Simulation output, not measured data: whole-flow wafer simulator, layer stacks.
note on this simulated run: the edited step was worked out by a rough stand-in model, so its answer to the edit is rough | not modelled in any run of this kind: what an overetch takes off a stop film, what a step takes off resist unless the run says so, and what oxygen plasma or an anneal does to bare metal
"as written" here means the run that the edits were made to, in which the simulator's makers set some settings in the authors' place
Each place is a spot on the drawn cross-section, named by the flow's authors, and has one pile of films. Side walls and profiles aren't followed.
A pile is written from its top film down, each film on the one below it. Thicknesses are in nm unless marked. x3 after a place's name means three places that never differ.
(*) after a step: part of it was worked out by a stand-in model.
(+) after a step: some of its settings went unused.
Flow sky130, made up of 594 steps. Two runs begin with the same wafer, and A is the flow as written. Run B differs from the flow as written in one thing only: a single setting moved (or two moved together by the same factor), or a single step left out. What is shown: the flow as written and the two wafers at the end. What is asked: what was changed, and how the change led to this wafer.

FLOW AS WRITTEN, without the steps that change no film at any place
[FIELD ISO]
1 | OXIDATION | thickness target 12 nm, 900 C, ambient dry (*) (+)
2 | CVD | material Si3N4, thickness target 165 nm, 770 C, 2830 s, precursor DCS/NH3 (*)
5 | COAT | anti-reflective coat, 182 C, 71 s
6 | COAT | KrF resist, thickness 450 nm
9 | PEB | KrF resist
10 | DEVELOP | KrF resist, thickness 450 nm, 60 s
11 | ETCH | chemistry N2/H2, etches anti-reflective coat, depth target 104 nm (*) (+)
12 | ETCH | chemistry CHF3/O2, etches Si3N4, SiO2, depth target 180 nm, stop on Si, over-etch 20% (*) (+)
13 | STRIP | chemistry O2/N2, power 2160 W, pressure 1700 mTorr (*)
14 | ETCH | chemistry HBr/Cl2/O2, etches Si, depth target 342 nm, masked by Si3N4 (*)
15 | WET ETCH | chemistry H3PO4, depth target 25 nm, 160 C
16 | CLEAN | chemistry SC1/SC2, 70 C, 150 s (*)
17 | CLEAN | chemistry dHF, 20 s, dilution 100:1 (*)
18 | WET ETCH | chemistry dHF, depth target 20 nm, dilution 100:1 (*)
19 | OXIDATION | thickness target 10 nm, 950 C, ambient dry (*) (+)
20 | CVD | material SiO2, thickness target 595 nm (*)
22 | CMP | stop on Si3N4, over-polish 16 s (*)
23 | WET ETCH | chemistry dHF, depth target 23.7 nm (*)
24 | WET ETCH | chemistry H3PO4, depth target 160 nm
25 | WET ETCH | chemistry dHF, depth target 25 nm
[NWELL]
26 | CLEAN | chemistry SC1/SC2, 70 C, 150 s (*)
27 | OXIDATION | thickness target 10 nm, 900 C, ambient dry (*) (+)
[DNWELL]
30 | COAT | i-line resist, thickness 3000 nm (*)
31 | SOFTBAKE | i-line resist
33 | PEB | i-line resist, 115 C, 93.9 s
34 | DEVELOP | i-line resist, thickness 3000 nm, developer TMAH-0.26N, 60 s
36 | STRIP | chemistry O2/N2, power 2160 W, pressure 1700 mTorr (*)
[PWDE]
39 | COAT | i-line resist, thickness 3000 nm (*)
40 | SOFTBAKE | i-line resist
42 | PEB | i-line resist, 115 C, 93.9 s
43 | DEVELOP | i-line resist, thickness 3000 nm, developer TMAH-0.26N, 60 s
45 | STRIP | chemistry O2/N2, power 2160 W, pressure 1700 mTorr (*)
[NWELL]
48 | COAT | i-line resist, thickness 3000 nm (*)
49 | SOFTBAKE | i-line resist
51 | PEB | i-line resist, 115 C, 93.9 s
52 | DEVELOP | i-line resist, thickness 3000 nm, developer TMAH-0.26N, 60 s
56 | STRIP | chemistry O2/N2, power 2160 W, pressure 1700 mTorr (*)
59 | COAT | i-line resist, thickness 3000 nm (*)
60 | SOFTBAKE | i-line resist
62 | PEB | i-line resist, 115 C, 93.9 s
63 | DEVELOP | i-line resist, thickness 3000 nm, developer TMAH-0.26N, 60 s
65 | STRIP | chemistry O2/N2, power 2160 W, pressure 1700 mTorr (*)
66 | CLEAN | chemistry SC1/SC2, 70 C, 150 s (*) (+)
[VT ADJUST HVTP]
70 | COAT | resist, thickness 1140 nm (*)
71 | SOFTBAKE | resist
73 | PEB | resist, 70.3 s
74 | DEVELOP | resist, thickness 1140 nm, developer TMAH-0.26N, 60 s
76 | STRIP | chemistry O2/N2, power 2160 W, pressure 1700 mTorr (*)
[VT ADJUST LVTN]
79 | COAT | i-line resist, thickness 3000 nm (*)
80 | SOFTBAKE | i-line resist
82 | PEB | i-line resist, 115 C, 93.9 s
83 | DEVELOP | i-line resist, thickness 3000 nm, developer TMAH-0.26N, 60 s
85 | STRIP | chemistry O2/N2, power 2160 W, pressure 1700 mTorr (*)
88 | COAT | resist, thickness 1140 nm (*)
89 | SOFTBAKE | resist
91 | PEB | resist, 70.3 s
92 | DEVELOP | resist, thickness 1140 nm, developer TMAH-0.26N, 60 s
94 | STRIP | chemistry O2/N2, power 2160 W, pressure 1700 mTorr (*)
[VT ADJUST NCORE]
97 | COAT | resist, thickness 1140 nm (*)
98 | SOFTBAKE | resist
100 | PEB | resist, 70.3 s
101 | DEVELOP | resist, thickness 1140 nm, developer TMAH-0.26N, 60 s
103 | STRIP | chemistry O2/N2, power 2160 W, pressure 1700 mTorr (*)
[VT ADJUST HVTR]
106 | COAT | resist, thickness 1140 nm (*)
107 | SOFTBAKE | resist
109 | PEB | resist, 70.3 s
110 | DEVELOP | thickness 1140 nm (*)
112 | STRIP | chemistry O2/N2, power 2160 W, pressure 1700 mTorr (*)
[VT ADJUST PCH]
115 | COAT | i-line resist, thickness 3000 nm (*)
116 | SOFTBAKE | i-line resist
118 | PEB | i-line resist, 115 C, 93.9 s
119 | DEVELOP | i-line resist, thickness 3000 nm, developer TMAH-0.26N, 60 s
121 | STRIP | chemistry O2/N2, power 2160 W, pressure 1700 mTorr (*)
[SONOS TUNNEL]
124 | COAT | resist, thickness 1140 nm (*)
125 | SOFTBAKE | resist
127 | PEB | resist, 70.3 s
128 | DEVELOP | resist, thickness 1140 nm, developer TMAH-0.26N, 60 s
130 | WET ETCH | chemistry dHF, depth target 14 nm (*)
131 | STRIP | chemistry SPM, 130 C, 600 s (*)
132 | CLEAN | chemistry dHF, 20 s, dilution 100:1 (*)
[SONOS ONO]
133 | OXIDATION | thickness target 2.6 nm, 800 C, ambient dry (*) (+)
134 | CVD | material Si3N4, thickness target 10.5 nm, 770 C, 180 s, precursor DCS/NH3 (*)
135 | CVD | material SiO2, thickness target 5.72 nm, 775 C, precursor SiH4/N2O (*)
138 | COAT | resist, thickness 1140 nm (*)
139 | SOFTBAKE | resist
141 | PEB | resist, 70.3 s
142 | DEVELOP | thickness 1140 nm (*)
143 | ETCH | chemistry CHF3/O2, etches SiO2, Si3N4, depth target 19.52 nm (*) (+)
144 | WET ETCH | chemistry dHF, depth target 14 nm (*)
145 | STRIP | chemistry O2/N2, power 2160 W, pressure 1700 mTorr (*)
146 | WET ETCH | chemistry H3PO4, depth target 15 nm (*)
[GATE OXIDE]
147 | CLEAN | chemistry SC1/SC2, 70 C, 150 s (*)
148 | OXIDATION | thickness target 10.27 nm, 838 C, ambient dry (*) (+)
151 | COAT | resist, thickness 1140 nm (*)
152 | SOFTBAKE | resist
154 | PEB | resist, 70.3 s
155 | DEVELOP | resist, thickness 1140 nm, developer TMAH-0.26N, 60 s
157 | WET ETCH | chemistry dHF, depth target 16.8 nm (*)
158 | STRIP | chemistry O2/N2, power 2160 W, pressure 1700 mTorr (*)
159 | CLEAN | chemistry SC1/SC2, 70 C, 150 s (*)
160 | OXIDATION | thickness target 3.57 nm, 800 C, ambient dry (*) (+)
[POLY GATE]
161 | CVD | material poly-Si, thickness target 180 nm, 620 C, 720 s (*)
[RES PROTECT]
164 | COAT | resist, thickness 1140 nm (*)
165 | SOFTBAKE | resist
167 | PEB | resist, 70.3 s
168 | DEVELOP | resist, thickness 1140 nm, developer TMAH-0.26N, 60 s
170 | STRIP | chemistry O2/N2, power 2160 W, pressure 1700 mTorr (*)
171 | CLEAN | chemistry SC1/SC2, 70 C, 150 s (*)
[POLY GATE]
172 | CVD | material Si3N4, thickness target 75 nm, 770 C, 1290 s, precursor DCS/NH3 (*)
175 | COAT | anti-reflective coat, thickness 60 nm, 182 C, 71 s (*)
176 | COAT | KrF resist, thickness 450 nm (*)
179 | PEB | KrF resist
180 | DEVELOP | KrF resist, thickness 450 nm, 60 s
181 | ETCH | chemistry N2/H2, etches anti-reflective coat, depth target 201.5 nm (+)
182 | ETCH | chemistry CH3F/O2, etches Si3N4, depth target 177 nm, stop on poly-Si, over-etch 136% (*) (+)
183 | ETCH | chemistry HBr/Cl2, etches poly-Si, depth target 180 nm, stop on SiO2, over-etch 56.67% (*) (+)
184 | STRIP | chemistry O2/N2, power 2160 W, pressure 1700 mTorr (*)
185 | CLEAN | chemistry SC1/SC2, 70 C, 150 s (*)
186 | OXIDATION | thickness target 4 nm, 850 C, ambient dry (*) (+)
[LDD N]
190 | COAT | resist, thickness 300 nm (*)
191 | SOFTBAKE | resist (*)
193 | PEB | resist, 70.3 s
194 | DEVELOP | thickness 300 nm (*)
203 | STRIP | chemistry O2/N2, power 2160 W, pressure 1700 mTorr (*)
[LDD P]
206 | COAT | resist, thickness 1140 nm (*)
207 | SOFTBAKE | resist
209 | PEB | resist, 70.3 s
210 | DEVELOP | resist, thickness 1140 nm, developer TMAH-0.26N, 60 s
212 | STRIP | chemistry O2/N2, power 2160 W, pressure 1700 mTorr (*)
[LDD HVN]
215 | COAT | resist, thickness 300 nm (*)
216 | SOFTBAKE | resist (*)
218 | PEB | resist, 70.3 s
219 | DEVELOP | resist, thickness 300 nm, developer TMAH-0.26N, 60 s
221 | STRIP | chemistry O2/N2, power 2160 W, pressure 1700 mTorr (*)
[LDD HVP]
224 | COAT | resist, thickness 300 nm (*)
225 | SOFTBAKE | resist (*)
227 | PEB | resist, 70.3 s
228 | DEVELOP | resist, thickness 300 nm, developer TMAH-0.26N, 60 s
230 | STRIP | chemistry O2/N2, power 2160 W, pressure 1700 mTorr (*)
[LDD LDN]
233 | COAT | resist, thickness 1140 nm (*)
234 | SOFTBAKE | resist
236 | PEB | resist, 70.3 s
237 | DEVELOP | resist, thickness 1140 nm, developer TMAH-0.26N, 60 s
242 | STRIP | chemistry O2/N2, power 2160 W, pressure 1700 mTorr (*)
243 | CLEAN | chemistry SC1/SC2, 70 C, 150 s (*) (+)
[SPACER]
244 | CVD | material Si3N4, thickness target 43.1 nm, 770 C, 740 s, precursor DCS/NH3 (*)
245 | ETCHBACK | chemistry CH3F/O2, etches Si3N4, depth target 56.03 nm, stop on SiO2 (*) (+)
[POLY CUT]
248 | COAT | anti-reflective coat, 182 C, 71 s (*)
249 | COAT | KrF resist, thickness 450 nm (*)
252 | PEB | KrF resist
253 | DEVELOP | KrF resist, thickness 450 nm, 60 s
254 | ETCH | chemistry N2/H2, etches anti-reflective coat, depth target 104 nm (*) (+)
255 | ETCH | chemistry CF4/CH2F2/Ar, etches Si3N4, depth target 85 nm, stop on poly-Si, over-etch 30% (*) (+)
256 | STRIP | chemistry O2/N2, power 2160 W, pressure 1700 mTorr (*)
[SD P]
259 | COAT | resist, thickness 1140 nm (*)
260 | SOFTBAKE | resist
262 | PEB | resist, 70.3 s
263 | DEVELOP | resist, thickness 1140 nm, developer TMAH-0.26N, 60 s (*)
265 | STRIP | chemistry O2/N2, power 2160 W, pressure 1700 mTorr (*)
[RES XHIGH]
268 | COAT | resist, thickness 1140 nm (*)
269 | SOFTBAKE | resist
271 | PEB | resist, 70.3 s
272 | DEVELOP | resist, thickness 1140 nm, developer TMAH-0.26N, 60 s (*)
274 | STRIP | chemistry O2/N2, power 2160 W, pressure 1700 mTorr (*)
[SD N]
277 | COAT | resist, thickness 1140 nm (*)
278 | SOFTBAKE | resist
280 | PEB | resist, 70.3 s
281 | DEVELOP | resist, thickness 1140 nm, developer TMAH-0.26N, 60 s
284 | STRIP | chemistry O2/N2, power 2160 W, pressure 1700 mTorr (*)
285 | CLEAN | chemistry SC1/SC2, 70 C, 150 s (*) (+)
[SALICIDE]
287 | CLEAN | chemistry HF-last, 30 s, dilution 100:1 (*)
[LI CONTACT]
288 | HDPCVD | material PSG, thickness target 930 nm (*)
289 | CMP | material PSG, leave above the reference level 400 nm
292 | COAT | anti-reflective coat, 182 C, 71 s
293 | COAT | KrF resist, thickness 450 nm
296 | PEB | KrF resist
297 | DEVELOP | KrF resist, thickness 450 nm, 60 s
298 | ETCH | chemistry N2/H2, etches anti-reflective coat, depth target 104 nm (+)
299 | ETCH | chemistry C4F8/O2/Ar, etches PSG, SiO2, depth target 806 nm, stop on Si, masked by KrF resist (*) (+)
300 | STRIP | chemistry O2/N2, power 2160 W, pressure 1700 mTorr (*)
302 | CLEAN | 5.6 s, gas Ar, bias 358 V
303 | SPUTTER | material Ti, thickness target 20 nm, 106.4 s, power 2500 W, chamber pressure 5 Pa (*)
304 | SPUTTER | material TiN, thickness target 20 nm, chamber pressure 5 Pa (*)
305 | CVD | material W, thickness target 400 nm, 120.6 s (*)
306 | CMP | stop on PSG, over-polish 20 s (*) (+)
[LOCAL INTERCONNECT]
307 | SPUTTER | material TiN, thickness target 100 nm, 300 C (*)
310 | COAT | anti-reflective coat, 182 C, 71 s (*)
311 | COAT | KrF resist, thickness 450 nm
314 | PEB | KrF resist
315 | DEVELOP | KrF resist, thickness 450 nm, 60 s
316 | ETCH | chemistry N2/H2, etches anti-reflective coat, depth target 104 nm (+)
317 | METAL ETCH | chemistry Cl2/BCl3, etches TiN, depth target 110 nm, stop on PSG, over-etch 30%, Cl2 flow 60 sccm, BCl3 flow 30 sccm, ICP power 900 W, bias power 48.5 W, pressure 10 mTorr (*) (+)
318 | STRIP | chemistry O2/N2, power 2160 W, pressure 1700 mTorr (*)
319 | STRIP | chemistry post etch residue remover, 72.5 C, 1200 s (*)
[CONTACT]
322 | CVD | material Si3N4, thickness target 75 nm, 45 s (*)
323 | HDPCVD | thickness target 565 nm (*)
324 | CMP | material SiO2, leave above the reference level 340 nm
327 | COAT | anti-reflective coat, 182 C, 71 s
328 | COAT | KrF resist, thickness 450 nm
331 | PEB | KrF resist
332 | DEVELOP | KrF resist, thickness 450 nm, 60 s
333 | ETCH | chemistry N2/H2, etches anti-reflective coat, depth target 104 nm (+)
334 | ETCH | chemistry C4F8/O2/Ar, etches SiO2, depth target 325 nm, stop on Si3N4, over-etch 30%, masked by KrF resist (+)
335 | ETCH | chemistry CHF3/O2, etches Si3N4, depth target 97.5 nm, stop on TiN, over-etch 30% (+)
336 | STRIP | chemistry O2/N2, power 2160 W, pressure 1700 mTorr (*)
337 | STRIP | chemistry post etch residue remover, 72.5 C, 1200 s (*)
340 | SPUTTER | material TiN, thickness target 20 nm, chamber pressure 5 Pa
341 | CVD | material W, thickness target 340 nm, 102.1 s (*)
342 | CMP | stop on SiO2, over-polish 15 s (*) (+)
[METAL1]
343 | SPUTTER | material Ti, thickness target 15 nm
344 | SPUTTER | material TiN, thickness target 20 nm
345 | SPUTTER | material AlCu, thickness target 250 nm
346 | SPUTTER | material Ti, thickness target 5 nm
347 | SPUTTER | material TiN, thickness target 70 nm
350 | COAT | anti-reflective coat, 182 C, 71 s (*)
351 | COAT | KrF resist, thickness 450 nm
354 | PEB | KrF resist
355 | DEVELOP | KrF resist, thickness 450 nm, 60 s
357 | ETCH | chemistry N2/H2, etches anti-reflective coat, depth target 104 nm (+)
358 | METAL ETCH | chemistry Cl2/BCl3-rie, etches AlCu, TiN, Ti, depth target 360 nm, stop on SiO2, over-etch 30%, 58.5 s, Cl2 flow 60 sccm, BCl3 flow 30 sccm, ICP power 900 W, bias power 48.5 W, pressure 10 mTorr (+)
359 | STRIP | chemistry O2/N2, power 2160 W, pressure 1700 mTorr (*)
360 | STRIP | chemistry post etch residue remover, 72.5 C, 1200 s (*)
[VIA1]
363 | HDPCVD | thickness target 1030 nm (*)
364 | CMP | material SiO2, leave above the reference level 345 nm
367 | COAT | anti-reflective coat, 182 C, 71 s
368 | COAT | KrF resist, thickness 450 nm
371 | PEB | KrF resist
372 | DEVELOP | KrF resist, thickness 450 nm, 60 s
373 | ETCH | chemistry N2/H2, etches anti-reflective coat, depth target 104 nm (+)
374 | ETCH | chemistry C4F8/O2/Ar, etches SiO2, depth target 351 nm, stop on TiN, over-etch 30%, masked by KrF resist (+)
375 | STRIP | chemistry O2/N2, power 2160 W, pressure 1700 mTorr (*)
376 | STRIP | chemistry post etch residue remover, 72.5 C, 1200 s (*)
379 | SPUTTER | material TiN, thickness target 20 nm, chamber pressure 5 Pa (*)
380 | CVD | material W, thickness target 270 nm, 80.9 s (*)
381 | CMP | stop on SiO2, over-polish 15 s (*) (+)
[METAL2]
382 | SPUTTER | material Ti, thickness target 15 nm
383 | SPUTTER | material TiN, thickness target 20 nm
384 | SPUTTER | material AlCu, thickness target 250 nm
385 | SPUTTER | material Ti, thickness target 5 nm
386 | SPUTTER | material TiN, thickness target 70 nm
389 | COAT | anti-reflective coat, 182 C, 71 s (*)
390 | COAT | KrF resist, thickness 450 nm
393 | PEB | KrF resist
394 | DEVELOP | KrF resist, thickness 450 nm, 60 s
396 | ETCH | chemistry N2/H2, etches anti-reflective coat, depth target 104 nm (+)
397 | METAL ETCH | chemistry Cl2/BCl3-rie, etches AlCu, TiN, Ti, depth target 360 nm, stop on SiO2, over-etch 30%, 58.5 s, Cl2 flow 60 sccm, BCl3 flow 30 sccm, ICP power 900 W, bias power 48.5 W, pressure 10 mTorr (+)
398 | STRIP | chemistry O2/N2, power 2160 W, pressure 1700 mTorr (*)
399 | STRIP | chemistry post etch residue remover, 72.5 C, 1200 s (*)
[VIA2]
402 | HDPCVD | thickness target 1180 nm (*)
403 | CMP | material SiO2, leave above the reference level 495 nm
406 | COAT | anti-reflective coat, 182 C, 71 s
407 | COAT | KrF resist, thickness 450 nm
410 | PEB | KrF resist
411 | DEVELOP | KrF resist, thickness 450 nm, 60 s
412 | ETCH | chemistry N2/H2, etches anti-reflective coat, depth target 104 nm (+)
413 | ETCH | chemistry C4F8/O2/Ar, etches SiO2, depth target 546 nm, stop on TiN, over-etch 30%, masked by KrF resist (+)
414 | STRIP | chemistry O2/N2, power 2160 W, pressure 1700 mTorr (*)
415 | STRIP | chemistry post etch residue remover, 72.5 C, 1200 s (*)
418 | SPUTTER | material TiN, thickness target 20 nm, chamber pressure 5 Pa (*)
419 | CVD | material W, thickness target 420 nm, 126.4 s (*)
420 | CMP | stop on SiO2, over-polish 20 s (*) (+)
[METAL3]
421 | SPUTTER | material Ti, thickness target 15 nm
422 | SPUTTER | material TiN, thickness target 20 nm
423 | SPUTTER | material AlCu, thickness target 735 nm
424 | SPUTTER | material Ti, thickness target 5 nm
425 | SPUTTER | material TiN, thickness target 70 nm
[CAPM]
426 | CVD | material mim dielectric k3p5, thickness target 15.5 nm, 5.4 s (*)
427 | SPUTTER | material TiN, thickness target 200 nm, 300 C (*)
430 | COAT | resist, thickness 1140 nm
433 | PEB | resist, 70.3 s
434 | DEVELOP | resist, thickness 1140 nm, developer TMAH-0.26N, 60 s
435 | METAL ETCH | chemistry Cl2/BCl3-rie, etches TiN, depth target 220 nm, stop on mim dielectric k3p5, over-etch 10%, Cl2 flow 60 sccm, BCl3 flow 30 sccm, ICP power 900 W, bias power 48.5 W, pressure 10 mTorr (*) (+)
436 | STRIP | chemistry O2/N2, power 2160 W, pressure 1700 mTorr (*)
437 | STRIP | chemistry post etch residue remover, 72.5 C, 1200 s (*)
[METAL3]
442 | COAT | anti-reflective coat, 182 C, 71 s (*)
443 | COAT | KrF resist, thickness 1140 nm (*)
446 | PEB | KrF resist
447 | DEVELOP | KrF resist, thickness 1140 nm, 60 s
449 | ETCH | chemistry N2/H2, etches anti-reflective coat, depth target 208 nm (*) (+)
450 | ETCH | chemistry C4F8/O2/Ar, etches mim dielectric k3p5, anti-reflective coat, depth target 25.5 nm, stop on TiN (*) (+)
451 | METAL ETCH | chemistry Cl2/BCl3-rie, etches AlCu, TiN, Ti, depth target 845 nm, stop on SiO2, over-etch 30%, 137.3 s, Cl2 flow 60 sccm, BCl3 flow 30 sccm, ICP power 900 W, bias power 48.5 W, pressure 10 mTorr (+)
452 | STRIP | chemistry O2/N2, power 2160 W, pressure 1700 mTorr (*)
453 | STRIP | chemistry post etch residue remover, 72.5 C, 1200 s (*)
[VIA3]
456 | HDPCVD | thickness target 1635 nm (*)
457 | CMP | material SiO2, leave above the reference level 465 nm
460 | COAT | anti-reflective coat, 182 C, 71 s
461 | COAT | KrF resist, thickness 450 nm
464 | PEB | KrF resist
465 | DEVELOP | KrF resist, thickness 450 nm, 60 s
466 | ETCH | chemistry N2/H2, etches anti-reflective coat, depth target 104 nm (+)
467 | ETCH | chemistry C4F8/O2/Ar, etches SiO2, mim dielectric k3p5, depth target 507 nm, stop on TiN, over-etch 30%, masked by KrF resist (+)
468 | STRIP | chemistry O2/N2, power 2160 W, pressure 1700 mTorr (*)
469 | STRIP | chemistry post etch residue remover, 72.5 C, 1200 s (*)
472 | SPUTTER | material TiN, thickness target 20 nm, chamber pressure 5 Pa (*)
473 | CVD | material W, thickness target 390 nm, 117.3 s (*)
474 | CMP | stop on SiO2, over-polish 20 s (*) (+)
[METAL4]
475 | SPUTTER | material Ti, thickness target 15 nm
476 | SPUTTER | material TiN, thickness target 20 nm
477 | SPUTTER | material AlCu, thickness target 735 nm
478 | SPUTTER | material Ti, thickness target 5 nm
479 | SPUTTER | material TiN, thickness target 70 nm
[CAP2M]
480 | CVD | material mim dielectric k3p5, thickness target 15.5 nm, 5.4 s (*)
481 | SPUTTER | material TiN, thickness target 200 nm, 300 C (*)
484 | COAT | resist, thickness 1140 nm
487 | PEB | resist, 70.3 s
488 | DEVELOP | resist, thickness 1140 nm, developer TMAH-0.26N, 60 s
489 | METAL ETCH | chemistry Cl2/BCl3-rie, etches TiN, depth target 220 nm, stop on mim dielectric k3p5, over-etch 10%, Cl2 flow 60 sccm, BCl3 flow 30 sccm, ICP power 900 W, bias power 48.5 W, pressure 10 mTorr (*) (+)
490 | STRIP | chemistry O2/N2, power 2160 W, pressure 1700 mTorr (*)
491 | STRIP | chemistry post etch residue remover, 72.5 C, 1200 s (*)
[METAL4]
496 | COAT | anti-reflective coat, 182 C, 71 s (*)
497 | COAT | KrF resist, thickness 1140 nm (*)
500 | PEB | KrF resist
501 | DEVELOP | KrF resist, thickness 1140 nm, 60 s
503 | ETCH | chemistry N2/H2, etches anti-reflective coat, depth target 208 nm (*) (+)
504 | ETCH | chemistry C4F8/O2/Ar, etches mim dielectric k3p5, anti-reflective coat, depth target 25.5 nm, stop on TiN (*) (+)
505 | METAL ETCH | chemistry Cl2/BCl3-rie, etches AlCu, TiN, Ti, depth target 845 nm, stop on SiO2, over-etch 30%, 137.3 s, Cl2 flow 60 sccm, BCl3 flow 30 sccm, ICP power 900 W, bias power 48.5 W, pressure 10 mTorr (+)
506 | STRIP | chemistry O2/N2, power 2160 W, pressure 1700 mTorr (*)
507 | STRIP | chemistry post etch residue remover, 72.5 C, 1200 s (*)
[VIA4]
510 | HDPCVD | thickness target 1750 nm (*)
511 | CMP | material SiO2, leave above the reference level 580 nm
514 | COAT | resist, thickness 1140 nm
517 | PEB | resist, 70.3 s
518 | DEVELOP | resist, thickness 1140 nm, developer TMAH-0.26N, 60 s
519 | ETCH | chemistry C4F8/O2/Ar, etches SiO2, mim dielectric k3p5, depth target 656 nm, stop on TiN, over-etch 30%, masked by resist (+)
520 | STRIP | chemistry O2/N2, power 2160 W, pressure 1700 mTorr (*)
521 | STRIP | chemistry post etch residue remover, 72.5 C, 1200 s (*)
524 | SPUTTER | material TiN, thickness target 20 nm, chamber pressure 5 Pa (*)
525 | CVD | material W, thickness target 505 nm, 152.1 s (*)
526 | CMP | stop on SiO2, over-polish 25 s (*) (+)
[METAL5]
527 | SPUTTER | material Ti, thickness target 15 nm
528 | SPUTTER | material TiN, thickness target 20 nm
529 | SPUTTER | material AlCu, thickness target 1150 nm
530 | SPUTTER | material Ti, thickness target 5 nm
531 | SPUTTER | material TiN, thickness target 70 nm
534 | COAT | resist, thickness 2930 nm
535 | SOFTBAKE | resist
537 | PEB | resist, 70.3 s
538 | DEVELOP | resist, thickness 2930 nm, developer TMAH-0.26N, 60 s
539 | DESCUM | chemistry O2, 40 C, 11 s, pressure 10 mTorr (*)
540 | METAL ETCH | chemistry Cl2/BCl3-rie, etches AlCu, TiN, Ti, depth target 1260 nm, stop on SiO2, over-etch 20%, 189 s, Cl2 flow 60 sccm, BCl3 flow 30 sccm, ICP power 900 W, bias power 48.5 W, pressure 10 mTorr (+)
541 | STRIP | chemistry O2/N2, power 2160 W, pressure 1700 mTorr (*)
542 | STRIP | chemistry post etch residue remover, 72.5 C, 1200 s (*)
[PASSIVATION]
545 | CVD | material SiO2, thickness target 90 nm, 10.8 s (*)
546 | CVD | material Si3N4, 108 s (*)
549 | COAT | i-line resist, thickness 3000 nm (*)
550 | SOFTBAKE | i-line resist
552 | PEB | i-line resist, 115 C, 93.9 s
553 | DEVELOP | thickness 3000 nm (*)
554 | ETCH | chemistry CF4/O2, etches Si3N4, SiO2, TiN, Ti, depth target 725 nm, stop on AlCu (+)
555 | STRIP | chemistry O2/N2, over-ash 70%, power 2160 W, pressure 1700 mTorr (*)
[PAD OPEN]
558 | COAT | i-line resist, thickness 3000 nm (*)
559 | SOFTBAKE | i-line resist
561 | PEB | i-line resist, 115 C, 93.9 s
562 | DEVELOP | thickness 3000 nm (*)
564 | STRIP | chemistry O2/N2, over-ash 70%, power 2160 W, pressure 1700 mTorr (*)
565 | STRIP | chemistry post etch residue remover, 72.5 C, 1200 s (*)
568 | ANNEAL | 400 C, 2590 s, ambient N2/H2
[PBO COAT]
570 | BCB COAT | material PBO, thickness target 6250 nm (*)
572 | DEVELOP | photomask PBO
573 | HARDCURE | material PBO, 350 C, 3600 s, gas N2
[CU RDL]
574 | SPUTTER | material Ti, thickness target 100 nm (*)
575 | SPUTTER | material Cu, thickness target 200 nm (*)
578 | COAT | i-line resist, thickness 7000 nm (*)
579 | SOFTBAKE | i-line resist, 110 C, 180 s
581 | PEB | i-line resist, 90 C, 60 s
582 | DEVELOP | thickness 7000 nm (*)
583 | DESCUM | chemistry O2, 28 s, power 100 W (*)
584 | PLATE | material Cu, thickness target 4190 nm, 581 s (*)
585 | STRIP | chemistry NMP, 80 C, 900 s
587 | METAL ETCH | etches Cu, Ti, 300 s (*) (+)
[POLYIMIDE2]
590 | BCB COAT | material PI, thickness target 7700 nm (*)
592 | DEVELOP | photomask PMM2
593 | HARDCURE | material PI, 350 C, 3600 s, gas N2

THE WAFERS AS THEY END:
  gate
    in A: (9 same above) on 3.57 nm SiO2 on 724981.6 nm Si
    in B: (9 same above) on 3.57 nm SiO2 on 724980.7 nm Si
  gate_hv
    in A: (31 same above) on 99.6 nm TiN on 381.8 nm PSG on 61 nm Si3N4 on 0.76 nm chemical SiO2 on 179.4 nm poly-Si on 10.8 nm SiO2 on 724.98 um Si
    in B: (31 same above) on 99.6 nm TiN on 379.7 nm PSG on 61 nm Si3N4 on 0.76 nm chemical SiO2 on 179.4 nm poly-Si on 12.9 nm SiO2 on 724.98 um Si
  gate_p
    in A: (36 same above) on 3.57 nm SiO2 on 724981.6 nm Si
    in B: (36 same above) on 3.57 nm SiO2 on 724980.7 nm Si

The reason: step 148, OXIDATION: thickness target 12.42 nm was run, though the flow has thickness target 10.27 nm.

The path from the change to this, step by step:
  148 | OXIDATION | thickness target 10.27 nm, 838 C, ambient dry (*) (+)
      active, n_well, p_well and 98 more: A +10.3 SiO2 (new film), -0.76 chemical SiO2 (all of it), -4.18 Si | B +12.4 SiO2 (new film), -0.76 chemical SiO2 (all of it), -5.13 Si
  157 | WET ETCH | chemistry dHF, depth target 16.8 nm (*)
      active, n_well, p_well and 58 more: A -10.3 SiO2 (all of it) | B -12.4 SiO2 (all of it)
  248 | COAT | anti-reflective coat, 182 C, 71 s (*)
      m1: A +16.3 anti-reflective coat (new film) | B +15.5 anti-reflective coat (new film)
      gate_p_hv: A +15.8 anti-reflective coat (new film) | B +14.8 anti-reflective coat (new film)
      (as well as at 1 more place)
  256 | STRIP | chemistry O2/N2, power 2160 W, pressure 1700 mTorr (*)
      m1: A -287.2 KrF resist (all of it), -16.3 anti-reflective coat (all of it) | B -286.8 KrF resist (all of it), -15.5 anti-reflective coat (all of it)
      gate_p_hv: A -328.9 KrF resist (all of it), -15.8 anti-reflective coat (all of it) | B -328.9 KrF resist (all of it), -14.8 anti-reflective coat (all of it)
      (as well as at 1 more place)
  306 | CMP | stop on PSG, over-polish 20 s (*) (+)
      poly_licon: A -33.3 W | B -34.5 W
